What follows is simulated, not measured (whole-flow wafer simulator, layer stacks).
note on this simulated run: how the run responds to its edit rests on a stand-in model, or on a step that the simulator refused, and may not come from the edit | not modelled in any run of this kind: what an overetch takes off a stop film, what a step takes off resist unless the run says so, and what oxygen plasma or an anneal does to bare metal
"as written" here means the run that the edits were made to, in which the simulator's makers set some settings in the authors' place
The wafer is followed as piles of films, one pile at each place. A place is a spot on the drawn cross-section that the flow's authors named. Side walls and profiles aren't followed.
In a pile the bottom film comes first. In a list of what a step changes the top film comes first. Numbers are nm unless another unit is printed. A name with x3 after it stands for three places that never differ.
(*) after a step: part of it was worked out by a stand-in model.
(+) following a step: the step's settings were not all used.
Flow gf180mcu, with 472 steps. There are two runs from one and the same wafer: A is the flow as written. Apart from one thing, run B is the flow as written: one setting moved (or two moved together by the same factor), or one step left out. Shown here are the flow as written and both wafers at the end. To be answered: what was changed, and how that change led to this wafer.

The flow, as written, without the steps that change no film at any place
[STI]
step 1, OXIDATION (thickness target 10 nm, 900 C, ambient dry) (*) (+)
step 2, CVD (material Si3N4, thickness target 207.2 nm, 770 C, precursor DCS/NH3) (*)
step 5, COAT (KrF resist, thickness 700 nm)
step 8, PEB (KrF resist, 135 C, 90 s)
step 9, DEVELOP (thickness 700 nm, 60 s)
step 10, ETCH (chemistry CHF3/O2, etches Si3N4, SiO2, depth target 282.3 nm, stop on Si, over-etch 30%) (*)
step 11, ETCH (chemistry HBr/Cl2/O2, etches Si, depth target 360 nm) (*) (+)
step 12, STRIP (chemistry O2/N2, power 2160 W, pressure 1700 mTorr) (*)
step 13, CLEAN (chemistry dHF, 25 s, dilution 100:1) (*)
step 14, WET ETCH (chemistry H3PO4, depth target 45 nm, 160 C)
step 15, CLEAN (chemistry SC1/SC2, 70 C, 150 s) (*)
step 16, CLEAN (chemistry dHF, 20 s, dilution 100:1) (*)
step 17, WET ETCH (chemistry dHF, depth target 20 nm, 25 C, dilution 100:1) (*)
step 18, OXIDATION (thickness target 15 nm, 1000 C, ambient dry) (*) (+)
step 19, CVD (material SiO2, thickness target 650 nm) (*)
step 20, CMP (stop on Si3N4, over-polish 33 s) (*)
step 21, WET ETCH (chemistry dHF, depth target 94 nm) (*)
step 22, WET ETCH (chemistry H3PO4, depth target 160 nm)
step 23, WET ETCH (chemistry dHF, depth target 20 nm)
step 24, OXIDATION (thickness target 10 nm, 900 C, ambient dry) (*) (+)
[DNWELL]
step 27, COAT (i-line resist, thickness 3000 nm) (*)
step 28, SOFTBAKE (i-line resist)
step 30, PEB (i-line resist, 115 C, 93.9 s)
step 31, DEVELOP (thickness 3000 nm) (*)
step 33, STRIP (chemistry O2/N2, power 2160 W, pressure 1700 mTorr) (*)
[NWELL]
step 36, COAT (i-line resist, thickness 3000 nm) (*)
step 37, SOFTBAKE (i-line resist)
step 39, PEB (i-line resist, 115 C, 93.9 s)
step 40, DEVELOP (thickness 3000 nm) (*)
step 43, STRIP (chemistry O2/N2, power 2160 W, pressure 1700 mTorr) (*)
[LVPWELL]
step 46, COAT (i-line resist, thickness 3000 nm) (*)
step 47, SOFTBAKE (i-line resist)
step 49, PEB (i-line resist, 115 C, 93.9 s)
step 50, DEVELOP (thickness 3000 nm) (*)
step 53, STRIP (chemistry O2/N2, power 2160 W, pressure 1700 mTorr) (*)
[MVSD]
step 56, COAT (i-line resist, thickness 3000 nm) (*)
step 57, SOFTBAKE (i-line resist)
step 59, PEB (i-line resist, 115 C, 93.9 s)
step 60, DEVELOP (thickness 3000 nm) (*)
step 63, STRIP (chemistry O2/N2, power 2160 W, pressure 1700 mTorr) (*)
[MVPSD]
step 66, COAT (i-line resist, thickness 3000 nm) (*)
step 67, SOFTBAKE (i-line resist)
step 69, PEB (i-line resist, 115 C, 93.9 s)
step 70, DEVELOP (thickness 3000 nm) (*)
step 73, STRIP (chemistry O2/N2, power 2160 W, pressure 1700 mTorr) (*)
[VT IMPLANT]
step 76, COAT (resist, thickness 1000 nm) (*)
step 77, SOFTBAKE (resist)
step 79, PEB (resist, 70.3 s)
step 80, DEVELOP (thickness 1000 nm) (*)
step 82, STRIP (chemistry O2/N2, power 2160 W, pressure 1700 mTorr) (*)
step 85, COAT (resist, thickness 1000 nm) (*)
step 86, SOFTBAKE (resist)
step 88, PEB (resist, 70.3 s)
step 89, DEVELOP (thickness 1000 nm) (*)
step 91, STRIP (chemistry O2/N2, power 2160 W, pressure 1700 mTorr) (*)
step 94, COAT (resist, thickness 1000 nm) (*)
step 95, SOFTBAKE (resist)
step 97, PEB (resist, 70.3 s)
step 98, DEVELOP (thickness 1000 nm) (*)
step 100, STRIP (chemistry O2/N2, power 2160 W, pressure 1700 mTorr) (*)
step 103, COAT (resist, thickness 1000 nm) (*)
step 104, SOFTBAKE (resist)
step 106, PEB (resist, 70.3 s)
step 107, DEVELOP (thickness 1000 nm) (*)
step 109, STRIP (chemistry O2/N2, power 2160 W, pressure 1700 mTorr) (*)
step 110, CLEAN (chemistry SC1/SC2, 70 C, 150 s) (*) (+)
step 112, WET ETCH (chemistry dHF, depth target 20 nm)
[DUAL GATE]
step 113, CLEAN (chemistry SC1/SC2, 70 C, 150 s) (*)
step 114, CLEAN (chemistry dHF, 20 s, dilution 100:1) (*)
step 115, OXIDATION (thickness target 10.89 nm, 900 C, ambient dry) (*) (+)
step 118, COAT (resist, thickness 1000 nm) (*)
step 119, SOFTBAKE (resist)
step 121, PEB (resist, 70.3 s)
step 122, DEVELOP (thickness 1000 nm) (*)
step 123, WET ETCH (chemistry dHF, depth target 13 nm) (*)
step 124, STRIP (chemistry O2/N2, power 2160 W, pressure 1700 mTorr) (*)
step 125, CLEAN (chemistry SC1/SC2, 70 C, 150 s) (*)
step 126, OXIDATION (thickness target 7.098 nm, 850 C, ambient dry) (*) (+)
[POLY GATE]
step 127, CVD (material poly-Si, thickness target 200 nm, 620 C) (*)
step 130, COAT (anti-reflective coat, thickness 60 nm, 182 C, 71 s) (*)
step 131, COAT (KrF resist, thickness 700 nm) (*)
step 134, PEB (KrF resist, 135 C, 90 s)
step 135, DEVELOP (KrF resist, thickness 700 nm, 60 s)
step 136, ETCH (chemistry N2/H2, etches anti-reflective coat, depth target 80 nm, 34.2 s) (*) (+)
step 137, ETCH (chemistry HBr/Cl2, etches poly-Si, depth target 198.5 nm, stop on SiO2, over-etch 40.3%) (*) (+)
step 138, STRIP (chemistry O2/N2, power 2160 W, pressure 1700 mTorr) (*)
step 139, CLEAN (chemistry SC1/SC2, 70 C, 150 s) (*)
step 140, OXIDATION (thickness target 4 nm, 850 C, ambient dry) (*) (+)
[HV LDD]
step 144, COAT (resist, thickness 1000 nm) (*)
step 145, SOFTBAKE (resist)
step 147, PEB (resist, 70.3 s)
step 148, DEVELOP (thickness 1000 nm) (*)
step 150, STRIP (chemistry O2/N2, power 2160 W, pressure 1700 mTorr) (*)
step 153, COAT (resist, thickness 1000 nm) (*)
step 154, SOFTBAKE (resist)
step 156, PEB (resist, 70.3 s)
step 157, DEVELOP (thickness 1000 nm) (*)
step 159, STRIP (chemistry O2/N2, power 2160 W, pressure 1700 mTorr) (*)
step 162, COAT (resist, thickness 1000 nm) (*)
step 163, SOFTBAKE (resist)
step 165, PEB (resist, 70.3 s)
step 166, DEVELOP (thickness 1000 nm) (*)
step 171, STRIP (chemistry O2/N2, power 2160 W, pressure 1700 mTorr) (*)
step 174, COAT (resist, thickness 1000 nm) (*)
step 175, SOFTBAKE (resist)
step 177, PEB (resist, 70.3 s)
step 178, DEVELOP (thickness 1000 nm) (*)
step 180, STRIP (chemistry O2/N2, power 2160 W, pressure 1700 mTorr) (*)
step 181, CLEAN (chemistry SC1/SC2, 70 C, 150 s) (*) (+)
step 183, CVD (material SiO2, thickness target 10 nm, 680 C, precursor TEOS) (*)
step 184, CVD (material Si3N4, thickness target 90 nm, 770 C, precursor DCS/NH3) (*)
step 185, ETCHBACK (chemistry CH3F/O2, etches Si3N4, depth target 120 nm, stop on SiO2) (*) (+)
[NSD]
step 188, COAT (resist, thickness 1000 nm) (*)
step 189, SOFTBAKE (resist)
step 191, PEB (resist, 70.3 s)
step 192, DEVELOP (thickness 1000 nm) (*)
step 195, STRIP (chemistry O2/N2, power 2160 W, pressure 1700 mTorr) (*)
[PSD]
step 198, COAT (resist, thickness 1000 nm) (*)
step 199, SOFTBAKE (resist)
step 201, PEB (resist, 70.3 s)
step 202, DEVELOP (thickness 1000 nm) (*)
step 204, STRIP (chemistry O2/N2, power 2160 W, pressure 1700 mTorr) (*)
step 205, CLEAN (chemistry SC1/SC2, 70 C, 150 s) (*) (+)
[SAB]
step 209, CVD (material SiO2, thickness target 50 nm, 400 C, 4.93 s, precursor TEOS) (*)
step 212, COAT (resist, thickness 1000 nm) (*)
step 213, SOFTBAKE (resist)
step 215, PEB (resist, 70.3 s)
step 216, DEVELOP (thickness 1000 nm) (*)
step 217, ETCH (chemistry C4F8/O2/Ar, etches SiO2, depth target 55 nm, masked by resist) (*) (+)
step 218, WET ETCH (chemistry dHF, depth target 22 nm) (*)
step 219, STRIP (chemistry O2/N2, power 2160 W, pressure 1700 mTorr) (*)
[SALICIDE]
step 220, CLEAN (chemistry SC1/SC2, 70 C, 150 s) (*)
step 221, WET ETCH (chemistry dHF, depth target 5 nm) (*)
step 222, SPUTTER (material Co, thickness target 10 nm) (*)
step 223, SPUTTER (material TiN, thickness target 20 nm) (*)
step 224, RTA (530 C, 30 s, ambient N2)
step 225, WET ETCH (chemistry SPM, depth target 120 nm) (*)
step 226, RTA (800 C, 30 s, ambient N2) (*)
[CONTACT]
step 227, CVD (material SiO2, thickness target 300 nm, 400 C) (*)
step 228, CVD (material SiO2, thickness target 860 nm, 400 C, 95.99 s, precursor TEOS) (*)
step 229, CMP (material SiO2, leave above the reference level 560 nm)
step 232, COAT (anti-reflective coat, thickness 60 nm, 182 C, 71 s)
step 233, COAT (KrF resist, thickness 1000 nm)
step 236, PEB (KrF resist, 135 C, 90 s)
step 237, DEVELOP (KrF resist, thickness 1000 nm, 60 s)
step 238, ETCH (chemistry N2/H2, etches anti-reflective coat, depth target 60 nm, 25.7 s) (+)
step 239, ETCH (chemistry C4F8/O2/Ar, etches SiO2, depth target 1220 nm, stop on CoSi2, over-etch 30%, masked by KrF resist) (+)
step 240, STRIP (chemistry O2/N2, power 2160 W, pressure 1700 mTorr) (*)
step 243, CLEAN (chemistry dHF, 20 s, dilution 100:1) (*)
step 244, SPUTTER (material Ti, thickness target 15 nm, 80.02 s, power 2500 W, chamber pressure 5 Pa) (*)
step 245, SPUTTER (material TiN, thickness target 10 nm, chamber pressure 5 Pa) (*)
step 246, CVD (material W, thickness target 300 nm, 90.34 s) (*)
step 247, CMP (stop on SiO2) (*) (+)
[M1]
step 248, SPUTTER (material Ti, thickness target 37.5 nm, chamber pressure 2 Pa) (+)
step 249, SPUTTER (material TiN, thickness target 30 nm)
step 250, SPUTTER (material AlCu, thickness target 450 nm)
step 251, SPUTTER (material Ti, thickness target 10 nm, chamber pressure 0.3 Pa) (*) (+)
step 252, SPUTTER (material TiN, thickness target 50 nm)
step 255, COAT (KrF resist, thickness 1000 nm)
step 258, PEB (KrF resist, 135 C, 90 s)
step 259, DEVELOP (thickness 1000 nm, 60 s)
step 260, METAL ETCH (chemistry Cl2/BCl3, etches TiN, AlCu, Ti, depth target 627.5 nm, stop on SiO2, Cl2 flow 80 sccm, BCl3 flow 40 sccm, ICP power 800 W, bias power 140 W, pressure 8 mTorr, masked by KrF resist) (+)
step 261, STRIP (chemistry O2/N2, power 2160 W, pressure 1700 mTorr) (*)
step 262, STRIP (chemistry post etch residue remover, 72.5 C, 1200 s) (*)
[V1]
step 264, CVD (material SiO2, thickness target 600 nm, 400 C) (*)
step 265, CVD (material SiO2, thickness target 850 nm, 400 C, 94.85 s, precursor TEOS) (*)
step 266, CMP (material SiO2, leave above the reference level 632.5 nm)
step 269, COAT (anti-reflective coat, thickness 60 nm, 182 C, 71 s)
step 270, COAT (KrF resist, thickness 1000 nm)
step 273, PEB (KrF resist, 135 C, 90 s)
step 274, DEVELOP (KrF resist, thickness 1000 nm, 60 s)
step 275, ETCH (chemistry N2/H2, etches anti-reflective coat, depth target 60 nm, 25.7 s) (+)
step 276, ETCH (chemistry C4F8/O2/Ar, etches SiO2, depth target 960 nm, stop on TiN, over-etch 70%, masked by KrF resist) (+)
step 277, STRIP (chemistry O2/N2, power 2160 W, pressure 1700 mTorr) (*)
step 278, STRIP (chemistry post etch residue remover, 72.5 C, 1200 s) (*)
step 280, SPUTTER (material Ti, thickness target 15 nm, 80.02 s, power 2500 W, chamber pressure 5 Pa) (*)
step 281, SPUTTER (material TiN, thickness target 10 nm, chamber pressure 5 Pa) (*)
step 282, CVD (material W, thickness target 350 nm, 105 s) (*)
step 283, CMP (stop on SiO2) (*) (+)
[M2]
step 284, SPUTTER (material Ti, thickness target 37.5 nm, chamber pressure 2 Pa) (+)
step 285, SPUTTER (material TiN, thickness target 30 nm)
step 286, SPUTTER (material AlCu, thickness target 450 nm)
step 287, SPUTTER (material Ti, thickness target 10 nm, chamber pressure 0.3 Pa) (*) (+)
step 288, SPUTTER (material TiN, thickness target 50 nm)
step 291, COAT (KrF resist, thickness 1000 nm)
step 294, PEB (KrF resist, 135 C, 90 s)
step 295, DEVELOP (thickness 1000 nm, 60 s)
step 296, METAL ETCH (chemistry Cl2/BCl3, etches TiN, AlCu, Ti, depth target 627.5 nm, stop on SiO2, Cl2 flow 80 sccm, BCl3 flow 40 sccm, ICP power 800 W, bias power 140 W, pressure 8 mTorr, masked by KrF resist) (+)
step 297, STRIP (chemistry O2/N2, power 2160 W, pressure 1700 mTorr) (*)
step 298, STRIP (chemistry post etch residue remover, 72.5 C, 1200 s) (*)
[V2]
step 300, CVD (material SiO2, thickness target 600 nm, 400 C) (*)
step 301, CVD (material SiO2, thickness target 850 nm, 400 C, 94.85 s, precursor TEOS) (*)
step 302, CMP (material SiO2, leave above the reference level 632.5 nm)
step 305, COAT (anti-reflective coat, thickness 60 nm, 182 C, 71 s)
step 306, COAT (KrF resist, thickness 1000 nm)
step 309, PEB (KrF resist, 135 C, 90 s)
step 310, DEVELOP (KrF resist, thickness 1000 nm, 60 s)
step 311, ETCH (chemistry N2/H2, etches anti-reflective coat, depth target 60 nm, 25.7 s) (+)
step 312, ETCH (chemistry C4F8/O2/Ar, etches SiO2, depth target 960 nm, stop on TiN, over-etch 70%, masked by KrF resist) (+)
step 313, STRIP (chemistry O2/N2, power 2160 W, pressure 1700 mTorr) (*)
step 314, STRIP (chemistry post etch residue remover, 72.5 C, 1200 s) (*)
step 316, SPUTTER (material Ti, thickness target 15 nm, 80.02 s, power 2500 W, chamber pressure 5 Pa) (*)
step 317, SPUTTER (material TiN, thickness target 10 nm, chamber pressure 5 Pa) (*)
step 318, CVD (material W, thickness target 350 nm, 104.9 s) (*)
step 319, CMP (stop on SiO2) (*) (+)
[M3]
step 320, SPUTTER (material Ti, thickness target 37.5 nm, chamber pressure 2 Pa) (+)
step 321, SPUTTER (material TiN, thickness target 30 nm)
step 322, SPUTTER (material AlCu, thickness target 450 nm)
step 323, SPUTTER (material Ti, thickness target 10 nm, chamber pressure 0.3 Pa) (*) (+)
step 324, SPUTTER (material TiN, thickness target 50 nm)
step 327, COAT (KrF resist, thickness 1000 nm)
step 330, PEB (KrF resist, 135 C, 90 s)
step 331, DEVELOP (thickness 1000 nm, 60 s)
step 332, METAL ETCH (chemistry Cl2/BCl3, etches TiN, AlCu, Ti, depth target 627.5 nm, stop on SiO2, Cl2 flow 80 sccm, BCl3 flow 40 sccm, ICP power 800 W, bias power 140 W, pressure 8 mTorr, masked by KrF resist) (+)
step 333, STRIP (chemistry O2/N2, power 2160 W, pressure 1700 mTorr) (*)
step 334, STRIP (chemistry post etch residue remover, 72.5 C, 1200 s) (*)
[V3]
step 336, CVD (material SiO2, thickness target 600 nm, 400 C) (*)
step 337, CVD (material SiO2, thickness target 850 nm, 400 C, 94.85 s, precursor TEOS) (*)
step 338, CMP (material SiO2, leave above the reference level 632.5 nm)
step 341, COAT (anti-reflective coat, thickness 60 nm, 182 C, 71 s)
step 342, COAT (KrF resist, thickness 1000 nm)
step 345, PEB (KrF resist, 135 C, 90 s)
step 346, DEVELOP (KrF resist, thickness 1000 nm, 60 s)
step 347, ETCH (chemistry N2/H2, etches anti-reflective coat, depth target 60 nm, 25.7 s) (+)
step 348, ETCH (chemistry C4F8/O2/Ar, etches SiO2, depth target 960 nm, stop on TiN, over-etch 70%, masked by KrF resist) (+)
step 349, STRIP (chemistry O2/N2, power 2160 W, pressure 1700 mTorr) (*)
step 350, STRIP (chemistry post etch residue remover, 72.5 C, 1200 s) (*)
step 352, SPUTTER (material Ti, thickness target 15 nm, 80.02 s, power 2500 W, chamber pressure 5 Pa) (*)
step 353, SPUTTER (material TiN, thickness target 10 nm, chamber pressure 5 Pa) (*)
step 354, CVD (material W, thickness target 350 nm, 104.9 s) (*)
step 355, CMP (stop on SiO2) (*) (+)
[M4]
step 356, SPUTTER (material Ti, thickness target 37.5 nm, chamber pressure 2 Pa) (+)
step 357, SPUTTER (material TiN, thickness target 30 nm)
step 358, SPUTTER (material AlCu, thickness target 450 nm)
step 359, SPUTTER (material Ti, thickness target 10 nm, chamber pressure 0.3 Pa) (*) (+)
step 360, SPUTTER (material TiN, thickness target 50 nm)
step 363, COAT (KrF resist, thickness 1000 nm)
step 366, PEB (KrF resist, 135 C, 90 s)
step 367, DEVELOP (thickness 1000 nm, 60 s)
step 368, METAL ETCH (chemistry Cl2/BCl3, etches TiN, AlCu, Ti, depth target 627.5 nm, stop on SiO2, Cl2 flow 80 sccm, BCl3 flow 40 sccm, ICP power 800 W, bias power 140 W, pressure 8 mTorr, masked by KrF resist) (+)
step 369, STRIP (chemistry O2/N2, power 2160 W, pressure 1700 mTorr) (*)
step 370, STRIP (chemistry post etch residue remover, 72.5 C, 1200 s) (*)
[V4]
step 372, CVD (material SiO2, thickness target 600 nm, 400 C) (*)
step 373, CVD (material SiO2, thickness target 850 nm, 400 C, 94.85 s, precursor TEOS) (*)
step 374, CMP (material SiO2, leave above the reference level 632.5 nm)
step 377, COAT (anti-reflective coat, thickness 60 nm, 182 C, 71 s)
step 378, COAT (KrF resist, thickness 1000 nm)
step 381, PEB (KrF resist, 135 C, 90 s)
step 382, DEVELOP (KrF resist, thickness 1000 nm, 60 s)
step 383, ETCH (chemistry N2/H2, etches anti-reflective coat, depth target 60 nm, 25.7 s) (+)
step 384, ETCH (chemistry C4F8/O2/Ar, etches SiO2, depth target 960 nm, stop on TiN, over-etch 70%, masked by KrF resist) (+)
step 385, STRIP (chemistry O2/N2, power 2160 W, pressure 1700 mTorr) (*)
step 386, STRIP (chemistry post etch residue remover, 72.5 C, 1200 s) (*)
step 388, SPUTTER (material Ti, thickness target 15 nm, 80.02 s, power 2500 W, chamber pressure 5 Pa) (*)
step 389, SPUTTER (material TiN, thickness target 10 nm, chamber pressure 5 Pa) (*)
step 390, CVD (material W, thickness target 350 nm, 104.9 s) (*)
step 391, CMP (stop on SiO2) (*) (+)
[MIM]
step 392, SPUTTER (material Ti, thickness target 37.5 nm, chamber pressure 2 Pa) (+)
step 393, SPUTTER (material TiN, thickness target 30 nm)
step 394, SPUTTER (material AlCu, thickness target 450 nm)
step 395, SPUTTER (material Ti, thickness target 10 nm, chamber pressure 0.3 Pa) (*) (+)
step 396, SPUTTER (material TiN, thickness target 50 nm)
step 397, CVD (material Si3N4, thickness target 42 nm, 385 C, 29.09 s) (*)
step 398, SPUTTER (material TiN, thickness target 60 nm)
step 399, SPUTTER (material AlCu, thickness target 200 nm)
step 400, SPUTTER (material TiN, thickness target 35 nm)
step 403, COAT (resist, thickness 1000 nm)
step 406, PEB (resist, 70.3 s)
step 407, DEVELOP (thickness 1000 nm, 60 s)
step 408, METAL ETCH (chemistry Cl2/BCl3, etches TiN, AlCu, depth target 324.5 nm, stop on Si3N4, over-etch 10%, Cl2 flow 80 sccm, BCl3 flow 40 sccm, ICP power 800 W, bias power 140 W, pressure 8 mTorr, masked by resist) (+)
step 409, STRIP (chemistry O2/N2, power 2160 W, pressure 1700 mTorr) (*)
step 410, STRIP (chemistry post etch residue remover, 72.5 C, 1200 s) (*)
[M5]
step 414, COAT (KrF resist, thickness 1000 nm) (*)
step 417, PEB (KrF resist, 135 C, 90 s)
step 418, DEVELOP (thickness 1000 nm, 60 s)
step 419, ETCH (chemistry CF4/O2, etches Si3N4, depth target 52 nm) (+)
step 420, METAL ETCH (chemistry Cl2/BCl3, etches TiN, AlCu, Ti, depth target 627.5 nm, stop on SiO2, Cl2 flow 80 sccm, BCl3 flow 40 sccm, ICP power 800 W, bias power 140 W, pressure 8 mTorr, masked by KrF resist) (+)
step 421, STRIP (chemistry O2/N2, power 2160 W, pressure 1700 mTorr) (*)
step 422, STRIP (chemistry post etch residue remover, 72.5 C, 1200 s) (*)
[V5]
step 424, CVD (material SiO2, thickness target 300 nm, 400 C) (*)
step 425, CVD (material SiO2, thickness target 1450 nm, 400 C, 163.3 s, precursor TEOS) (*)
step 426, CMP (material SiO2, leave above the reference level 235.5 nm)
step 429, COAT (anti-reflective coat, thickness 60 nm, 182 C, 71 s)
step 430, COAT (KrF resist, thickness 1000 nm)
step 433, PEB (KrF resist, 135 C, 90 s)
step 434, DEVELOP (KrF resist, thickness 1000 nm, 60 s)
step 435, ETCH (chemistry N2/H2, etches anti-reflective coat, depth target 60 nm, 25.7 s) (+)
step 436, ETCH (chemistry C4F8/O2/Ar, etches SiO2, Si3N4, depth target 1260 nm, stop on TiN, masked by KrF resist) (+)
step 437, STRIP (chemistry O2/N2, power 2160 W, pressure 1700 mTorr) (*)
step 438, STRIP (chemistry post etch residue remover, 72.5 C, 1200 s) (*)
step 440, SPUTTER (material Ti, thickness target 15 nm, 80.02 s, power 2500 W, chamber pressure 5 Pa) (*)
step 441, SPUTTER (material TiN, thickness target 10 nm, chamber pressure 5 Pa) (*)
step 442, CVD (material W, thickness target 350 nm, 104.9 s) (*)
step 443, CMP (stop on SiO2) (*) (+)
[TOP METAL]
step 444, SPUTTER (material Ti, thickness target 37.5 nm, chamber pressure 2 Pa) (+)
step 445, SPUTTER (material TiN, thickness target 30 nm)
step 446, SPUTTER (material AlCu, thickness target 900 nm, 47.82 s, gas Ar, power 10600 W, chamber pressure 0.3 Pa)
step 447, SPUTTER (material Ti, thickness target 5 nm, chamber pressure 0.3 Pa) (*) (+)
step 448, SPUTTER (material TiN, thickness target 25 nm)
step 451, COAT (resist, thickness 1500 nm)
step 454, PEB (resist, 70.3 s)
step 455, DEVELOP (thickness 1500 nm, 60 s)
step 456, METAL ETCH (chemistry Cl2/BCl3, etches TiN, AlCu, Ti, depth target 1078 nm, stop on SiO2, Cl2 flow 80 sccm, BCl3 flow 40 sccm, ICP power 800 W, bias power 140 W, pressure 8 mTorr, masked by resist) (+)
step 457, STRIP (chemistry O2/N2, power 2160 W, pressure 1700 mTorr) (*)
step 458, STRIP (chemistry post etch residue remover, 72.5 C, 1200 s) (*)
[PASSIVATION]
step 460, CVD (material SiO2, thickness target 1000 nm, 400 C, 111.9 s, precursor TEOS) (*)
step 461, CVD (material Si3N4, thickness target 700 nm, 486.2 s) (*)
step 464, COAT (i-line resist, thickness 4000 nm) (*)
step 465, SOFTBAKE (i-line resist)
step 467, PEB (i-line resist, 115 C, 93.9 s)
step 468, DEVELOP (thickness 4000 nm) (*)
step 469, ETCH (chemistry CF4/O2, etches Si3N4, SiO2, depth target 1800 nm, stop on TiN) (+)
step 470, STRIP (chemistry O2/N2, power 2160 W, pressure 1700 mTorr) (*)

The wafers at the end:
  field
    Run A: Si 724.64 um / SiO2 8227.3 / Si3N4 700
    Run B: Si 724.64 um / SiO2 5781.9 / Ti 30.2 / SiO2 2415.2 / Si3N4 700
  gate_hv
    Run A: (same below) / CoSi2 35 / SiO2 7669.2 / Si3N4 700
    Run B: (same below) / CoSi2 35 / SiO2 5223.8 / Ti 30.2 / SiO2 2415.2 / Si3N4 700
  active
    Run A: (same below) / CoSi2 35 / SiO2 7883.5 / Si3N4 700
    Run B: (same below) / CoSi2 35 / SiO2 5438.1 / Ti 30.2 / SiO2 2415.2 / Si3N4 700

Cause: step 420, METAL ETCH: depth target 545.9 nm was run, whereas the flow has depth target 627.5 nm.

How this came from the change, step by step:
  step 420, METAL ETCH (chemistry Cl2/BCl3, etches TiN, AlCu, Ti, depth target 627.5 nm, stop on SiO2, Cl2 flow 80 sccm, BCl3 flow 40 sccm, ICP power 800 W, bias power 140 W, pressure 8 mTorr, masked by KrF resist) (+)
      field, field__w1, field__w2 and 101 more: A -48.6 TiN (all of it), -10 Ti (all of it), -450 AlCu (all of it), -30 TiN (all of it), -37.5 Ti (all of it) | B -48.6 TiN (all of it), -10 Ti (all of it), -450 AlCu (all of it), -30 TiN (all of it), -7.34 Ti
      field__w4, field__w8, contact, m1, m1__w1, mim, mim_1p0, m1_nw: A -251 KrF resist | B -218.4 KrF resist
  step 421, STRIP (chemistry O2/N2, power 2160 W, pressure 1700 mTorr) (*)
      field__w8, m1__w1: A -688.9 KrF resist (all of it) | B -721.5 KrF resist (all of it)
      field__w4: A -731.6 KrF resist (all of it) | B -764.3 KrF resist (all of it)
      (as well as at 5 more places)
  step 424, CVD (material SiO2, thickness target 300 nm, 400 C) (*)
      field, field__w1, field__w2 and 101 more: A +300 SiO2 | B +300 SiO2 (new film)
  step 426, CMP (material SiO2, leave above the reference level 235.5 nm)
      field, field__w1, field__w5 and 92 more: A -300.8 SiO2 | B -331 SiO2
      field__w2, field__w3, field__w12 and 6 more: A -272.7 SiO2 | B -304.2 SiO2
Taking metal films that touch as one body, field has 1 body; the flow as written gives 0 bodies.
Taking metal films that touch as one body, gate_hv has 2 bodies (between them, from the top down: SiO2 5223.8); the flow as written gives 1 body.
Taking metal films that touch as one body, active has 2 bodies (between them, from the top down: SiO2 5438.1); the flow as written gives 1 body.
